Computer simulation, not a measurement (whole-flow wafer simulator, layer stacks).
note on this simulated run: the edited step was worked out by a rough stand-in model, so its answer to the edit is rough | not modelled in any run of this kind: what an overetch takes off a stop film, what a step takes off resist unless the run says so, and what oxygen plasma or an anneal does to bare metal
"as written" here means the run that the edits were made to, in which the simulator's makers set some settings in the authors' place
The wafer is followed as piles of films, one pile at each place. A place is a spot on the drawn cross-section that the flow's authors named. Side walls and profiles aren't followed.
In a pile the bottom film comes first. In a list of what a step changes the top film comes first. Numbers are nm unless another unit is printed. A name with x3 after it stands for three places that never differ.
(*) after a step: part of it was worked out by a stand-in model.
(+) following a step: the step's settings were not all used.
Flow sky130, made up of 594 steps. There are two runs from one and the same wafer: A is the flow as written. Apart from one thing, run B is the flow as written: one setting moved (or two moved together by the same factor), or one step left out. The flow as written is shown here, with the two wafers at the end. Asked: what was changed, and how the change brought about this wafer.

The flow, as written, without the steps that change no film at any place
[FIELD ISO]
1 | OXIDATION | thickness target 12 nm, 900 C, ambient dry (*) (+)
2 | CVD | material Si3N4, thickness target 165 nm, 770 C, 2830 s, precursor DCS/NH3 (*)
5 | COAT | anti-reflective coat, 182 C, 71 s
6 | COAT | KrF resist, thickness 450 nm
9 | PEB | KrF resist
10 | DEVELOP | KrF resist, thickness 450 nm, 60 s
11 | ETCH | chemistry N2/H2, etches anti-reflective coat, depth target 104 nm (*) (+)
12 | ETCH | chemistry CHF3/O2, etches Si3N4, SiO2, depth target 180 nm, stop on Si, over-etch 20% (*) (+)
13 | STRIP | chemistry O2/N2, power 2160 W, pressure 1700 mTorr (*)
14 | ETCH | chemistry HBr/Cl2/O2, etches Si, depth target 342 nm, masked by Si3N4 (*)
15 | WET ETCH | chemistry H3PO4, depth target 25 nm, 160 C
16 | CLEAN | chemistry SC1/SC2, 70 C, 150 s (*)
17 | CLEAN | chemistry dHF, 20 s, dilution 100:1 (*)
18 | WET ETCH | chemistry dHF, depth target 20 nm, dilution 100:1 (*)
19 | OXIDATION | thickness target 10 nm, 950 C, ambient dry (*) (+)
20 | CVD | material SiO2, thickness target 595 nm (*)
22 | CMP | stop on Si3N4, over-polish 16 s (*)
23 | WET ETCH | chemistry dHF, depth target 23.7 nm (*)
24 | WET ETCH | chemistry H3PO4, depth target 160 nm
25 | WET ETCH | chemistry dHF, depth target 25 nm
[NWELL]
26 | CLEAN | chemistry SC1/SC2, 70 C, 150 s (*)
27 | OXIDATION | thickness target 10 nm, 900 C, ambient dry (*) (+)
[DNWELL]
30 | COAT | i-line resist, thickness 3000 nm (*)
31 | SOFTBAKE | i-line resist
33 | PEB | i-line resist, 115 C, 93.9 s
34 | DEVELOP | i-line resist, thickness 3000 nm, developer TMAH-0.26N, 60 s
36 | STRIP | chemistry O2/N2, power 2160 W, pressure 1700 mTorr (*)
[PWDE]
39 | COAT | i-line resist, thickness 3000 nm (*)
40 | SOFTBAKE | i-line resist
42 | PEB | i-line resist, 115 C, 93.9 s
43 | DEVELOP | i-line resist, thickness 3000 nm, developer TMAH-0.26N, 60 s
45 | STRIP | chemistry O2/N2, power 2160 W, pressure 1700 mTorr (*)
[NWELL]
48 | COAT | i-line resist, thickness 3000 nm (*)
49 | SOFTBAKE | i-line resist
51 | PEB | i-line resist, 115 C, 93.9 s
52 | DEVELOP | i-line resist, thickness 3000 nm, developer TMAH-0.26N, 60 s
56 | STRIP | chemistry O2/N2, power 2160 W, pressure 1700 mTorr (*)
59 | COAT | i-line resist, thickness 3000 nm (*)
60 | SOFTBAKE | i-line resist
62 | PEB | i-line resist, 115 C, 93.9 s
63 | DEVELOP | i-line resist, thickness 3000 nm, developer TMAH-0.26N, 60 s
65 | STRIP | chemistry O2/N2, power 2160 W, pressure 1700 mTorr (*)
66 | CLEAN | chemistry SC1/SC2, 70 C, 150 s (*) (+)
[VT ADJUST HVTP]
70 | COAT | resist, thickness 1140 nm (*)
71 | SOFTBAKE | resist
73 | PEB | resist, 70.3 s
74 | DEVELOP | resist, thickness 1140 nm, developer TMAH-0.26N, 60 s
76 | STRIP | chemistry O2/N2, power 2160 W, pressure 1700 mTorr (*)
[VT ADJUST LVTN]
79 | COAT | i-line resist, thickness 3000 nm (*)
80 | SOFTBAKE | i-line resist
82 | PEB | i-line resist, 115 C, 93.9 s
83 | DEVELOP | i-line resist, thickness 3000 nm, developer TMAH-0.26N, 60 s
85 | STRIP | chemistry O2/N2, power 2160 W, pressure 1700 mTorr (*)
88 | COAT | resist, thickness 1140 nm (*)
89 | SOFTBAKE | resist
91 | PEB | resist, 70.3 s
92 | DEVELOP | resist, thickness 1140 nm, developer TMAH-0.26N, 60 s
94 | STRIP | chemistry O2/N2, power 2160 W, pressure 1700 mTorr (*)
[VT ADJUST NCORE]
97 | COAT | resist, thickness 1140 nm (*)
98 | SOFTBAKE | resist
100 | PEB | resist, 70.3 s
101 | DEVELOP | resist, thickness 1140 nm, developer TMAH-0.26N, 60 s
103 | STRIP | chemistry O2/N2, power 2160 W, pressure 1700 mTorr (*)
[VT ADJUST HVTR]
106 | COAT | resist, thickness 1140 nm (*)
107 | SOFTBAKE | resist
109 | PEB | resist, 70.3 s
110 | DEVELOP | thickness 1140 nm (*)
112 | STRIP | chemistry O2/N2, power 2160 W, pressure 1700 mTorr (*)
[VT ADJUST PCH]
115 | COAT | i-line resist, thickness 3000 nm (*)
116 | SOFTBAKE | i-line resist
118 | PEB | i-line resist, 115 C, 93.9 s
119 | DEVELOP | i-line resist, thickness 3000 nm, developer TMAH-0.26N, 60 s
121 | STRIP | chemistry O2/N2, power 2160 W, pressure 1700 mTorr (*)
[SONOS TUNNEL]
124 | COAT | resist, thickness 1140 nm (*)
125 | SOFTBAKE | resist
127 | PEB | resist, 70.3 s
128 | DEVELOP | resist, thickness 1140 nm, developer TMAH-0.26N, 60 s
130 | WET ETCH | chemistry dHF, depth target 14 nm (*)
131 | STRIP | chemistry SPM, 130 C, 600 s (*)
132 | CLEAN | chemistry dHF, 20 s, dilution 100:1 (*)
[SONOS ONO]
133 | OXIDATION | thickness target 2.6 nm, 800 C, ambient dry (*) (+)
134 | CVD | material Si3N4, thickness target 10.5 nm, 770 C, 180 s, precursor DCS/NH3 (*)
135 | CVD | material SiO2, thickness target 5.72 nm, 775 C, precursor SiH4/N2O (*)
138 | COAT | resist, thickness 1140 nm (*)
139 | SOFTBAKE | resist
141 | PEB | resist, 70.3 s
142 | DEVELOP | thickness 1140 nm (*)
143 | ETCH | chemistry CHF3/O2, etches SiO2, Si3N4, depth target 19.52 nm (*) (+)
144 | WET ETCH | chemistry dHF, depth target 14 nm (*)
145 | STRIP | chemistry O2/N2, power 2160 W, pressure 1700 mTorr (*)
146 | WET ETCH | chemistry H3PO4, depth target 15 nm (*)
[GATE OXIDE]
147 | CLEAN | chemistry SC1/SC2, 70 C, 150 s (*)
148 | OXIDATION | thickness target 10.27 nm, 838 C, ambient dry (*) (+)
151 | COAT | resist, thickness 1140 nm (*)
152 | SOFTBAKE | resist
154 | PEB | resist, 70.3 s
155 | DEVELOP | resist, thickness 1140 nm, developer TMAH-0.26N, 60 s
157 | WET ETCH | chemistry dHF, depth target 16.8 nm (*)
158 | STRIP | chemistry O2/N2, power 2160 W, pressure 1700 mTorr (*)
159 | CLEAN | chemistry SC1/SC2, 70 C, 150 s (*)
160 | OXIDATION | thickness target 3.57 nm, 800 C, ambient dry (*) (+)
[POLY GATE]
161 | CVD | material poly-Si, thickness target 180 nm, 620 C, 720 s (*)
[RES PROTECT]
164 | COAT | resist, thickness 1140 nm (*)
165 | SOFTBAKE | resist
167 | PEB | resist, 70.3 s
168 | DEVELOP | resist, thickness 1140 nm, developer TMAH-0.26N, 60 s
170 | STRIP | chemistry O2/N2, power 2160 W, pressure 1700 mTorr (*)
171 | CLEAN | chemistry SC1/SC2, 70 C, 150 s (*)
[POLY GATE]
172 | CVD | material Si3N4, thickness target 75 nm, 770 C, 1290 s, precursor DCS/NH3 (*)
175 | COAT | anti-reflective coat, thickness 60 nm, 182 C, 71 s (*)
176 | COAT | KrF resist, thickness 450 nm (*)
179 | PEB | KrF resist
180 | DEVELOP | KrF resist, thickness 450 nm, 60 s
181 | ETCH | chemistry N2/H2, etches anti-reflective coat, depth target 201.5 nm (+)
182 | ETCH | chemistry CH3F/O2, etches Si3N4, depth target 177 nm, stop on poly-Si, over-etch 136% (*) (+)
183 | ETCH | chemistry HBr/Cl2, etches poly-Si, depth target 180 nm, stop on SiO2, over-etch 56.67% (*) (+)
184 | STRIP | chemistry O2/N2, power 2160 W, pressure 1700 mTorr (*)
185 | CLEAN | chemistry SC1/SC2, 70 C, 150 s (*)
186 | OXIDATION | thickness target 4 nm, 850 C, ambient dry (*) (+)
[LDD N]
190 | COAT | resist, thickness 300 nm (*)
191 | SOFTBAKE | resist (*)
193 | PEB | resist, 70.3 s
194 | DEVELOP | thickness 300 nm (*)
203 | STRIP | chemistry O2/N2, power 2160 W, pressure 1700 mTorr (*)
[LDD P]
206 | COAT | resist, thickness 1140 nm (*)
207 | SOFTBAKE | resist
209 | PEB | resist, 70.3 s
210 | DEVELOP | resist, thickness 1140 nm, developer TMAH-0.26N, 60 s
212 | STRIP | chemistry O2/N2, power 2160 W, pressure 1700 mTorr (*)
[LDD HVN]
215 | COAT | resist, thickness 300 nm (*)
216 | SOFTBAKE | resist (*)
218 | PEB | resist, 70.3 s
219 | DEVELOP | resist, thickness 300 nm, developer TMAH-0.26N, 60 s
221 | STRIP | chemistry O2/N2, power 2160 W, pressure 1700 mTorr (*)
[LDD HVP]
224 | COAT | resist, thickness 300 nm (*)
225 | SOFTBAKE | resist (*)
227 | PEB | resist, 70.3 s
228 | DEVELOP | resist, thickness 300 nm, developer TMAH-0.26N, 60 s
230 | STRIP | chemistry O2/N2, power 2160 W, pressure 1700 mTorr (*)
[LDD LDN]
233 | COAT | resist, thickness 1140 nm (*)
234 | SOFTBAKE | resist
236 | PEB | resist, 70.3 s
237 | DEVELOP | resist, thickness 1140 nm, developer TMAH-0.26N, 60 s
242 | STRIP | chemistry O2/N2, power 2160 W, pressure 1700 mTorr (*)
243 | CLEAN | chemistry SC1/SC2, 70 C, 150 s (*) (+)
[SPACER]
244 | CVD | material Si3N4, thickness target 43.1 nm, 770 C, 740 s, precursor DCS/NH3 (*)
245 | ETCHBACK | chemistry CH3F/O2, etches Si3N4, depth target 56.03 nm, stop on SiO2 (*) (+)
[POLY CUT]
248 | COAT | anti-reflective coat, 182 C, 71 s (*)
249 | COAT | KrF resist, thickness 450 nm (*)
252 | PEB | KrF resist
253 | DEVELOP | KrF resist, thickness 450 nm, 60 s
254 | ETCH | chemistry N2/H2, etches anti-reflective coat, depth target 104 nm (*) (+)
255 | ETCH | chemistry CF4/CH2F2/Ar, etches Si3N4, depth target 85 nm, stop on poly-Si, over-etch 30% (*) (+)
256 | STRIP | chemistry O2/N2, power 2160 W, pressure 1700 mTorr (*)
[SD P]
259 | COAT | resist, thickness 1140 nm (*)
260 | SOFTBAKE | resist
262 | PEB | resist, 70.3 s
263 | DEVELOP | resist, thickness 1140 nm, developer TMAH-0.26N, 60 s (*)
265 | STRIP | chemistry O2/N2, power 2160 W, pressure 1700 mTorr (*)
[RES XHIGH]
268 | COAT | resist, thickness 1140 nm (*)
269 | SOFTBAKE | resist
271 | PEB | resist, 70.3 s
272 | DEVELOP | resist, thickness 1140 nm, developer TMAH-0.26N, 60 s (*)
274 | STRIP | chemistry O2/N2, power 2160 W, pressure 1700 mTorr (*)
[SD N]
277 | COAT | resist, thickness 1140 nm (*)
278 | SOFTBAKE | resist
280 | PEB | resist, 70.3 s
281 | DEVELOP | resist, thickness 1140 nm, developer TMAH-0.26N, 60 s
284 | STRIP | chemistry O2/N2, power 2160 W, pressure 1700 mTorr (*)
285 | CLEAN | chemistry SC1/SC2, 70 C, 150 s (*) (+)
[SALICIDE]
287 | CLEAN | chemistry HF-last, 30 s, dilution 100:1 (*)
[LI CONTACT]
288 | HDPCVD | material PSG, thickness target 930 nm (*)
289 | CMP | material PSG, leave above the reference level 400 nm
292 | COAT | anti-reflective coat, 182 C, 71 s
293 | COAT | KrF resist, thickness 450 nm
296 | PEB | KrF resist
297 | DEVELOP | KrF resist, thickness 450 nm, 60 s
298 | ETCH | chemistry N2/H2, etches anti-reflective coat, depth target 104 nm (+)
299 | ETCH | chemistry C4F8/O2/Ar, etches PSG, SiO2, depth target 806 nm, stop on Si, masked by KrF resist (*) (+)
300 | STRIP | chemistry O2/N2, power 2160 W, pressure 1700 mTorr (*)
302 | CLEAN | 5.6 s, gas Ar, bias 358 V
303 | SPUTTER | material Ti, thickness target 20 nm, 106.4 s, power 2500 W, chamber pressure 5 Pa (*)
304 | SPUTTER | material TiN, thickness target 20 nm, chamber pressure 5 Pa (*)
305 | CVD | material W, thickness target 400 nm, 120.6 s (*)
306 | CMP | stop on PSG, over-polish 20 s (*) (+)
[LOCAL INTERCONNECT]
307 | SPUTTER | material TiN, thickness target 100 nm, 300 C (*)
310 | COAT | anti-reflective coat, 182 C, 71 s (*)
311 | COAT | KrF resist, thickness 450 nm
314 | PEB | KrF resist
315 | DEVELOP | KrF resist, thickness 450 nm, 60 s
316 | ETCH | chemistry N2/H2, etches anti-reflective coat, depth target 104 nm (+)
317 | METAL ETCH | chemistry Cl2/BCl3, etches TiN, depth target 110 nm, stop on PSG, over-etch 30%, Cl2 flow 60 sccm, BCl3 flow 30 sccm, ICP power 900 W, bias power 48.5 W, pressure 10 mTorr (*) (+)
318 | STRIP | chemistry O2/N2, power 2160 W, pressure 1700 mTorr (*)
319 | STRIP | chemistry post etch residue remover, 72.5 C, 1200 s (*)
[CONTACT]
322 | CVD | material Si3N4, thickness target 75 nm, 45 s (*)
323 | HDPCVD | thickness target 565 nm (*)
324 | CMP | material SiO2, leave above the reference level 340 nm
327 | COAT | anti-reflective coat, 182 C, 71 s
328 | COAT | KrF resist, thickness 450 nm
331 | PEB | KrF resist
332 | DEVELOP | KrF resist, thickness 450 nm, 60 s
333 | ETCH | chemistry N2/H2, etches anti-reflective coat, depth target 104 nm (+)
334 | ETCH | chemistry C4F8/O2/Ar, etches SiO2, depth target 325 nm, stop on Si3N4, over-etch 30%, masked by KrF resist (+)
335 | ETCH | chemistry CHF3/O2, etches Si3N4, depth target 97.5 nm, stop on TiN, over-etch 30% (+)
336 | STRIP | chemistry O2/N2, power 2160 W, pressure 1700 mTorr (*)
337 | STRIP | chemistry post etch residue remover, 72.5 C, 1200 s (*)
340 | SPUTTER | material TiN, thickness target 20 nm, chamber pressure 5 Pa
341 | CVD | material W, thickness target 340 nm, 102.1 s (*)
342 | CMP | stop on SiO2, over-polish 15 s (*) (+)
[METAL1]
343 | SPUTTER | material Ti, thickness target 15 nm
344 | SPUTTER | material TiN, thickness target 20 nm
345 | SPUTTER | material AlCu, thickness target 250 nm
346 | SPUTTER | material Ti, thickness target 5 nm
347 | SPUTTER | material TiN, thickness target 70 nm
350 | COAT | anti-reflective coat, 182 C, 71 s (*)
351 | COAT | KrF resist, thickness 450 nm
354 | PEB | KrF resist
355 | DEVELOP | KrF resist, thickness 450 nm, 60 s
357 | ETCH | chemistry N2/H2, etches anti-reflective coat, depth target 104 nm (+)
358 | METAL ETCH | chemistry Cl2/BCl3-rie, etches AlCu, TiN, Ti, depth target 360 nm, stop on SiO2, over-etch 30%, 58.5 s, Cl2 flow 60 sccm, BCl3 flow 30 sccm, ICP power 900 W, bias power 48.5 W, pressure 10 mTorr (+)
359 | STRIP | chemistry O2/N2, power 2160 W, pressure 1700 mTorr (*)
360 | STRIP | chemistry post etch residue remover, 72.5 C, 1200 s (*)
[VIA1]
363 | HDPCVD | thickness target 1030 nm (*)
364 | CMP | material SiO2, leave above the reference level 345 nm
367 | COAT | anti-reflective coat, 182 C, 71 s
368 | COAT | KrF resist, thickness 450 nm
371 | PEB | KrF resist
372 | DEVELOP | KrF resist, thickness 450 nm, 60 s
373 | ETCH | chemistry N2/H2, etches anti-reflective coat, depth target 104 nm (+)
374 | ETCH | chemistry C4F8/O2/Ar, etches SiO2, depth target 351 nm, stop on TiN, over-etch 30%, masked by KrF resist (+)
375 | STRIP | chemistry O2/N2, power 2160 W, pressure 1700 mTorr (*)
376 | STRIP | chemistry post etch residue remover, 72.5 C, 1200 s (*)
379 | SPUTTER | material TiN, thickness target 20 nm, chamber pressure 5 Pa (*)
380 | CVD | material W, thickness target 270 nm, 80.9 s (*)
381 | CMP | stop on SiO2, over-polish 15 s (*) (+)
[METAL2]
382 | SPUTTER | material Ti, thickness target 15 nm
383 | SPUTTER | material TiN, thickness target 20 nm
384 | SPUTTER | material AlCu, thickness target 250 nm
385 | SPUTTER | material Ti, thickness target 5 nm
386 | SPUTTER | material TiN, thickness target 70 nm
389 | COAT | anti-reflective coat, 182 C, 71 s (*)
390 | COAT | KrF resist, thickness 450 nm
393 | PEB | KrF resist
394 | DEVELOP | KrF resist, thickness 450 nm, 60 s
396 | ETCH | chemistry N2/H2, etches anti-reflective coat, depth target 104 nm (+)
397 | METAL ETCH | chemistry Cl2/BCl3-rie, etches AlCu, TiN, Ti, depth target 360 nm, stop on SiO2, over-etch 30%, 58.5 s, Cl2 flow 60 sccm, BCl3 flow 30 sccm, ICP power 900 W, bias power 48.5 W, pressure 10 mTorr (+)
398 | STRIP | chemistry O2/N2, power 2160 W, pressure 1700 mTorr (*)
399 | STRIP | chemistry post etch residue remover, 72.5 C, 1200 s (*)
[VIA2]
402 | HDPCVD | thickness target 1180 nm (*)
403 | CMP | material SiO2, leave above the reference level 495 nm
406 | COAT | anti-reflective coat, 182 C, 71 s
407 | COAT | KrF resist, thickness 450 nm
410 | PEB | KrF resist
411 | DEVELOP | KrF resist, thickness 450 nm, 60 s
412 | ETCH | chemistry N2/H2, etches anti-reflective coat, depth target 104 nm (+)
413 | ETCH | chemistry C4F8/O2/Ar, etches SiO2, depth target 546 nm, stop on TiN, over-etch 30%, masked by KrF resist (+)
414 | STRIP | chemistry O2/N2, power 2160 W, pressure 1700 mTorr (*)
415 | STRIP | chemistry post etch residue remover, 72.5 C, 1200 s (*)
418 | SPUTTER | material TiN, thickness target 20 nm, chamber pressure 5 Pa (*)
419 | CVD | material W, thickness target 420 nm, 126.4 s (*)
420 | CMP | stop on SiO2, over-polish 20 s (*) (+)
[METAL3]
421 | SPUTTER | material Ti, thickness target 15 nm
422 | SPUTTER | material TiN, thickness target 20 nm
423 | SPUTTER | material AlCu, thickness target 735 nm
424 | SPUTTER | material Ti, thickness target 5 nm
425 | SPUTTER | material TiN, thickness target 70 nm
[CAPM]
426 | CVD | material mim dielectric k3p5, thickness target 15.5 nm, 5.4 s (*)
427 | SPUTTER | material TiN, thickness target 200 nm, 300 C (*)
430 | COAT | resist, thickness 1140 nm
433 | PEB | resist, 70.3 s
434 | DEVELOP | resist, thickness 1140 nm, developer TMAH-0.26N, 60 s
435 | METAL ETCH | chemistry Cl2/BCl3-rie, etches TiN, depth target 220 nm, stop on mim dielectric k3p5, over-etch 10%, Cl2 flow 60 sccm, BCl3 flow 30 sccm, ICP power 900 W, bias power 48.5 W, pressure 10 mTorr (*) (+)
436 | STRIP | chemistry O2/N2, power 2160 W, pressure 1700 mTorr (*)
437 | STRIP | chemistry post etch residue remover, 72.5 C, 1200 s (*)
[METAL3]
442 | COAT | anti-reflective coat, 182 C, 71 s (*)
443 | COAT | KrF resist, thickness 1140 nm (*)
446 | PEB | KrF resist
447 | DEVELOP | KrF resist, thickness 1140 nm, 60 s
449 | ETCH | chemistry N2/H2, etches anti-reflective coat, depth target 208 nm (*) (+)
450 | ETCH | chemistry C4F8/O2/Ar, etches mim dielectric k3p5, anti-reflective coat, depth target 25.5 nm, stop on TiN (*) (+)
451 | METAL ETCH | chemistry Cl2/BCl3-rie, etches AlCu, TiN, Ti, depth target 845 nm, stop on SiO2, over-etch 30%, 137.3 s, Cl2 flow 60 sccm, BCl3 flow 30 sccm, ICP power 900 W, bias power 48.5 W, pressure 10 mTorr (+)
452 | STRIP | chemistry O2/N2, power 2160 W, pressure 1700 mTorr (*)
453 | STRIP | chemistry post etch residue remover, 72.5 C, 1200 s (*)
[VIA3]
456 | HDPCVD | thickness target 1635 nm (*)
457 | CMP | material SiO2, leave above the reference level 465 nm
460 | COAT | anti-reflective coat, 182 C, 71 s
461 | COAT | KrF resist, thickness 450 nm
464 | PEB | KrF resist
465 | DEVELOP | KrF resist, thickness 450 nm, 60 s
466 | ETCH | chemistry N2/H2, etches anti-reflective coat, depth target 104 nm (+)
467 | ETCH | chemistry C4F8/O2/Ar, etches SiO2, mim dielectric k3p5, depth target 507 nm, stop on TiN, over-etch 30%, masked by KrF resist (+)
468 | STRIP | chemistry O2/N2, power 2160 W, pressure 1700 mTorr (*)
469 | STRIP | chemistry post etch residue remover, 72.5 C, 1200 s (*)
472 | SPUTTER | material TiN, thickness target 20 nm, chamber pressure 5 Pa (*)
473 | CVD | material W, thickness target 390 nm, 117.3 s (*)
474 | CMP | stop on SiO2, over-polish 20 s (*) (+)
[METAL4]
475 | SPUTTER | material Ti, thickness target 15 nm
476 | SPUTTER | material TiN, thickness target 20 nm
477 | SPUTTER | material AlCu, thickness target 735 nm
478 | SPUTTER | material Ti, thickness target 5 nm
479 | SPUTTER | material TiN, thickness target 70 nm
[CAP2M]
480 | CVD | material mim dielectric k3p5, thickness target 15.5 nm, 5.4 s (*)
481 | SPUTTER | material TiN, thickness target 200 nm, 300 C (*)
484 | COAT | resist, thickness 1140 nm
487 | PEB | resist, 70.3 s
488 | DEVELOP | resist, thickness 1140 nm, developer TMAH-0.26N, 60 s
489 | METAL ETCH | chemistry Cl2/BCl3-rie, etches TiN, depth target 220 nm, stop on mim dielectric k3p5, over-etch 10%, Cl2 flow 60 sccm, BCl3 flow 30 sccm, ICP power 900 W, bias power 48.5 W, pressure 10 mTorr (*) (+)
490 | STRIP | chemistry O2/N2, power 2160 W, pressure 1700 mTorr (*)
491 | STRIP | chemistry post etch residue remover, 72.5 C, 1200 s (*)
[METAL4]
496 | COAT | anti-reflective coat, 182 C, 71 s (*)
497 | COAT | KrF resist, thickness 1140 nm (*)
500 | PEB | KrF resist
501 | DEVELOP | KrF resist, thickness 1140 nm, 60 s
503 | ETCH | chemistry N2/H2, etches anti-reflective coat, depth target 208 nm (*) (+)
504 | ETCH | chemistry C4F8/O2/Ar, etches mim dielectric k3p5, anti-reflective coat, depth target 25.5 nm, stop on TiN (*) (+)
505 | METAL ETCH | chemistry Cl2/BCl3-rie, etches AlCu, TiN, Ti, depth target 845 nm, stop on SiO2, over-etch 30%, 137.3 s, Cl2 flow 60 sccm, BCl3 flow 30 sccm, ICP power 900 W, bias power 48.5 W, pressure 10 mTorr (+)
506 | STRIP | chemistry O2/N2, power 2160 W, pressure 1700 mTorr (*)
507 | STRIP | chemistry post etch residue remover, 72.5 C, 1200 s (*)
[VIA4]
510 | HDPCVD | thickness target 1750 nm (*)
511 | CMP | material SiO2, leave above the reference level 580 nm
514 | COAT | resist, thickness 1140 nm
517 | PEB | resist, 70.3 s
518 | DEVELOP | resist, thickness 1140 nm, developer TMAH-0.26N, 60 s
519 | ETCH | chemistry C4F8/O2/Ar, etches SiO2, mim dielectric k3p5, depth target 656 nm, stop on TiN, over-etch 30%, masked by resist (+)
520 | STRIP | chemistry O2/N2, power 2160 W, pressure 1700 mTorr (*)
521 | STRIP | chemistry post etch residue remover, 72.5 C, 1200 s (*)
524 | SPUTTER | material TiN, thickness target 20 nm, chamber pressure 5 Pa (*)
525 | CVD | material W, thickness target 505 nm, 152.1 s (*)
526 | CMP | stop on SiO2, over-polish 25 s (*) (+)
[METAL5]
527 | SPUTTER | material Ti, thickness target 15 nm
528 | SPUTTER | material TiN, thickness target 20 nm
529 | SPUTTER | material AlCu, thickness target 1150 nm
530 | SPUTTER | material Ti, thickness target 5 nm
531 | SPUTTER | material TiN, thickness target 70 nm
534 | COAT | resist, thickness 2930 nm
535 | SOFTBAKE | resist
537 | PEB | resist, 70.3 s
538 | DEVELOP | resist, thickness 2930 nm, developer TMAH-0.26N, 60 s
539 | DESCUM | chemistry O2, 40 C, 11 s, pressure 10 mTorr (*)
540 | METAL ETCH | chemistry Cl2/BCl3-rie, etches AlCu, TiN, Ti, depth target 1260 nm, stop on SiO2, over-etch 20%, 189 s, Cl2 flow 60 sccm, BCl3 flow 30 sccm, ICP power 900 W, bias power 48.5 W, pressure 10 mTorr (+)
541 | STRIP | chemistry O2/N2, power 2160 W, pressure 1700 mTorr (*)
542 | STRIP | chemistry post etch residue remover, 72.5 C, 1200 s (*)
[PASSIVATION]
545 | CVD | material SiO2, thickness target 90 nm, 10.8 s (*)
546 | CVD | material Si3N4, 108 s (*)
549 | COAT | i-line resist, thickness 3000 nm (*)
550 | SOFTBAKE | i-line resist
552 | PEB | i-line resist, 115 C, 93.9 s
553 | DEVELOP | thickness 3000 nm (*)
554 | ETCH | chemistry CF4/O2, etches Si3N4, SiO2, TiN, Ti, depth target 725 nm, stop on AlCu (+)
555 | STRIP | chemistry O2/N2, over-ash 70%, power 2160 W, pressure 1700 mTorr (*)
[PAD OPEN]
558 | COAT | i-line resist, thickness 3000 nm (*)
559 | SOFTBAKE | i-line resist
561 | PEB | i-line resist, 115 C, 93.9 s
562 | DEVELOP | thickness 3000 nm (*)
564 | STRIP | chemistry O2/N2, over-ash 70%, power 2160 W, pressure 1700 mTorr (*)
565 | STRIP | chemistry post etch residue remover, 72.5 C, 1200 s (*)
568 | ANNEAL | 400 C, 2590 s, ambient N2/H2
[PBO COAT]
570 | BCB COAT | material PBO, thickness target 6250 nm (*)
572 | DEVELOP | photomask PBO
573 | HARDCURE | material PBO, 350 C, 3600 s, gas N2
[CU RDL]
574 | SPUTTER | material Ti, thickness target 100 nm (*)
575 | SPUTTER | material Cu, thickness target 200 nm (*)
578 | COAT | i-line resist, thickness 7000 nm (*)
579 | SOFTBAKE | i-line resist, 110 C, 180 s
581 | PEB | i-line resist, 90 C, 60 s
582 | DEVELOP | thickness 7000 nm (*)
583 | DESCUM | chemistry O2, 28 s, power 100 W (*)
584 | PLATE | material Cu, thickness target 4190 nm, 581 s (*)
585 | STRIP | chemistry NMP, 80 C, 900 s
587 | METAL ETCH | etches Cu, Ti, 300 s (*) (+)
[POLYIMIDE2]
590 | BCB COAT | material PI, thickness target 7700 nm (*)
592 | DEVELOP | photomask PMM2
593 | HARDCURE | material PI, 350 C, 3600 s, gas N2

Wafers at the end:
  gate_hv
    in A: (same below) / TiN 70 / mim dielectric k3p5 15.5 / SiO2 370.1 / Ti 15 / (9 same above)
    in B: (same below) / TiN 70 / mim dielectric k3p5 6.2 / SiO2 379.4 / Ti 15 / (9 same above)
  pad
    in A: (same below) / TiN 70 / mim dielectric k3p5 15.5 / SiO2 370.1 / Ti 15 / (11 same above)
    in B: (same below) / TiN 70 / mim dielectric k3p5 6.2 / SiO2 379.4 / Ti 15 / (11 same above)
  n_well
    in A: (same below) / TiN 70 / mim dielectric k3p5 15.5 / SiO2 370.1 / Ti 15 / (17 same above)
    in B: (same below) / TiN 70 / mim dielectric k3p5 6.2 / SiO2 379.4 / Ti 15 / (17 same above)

What caused this: step 426, CVD: thickness target 6.2 nm was run, while the flow as written has thickness target 15.5 nm; step 426, CVD: 2.16 s was run, where the flow has 5.4 s.
The wafer itself shows it: gate_hv has mim dielectric k3p5 6.2, and step 426 as written asks for 15.5 nm.

Step by step, how the change led to this:
  426 | CVD | material mim dielectric k3p5, thickness target 15.5 nm, 5.4 s (*)
      field, active, n_well and 188 more: A mim dielectric k3p5 gains 15.5 (new film) | B mim dielectric k3p5 gains 6.2 (new film)
  450 | ETCH | chemistry C4F8/O2/Ar, etches mim dielectric k3p5, anti-reflective coat, depth target 25.5 nm, stop on TiN (*) (+)
      n_well, p_well, gate_hv and 104 more: A KrF resist loses 15.5 | B KrF resist loses 6.2
      field, active, gate and 82 more: A mim dielectric k3p5 loses 15.5 (all of it) | B mim dielectric k3p5 loses 6.2 (all of it)
  452 | STRIP | chemistry O2/N2, power 2160 W, pressure 1700 mTorr (*)
      mim_edge_plate_strap, mim_edge_plate: A KrF resist loses 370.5 (all of it), anti-reflective coat loses 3 (all of it) | B KrF resist loses 379.8 (all of it), anti-reflective coat loses 3 (all of it)
      mim: A KrF resist loses 378.7 (all of it), anti-reflective coat loses 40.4 (all of it) | B KrF resist loses 388 (all of it), anti-reflective coat loses 40.4 (all of it)
      (also at 1 further place)
  467 | ETCH | chemistry C4F8/O2/Ar, etches SiO2, mim dielectric k3p5, depth target 507 nm, stop on TiN, over-etch 30%, masked by KrF resist (+)
      m1: A SiO2 loses 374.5 (all of it), mim dielectric k3p5 loses 15.5 (all of it) | B SiO2 loses 383.8 (all of it), mim dielectric k3p5 loses 6.2 (all of it)
      via3_hole: A SiO2 loses 373.9 (all of it), mim dielectric k3p5 loses 15.5 (all of it) | B SiO2 loses 383.2 (all of it), mim dielectric k3p5 loses 6.2 (all of it)
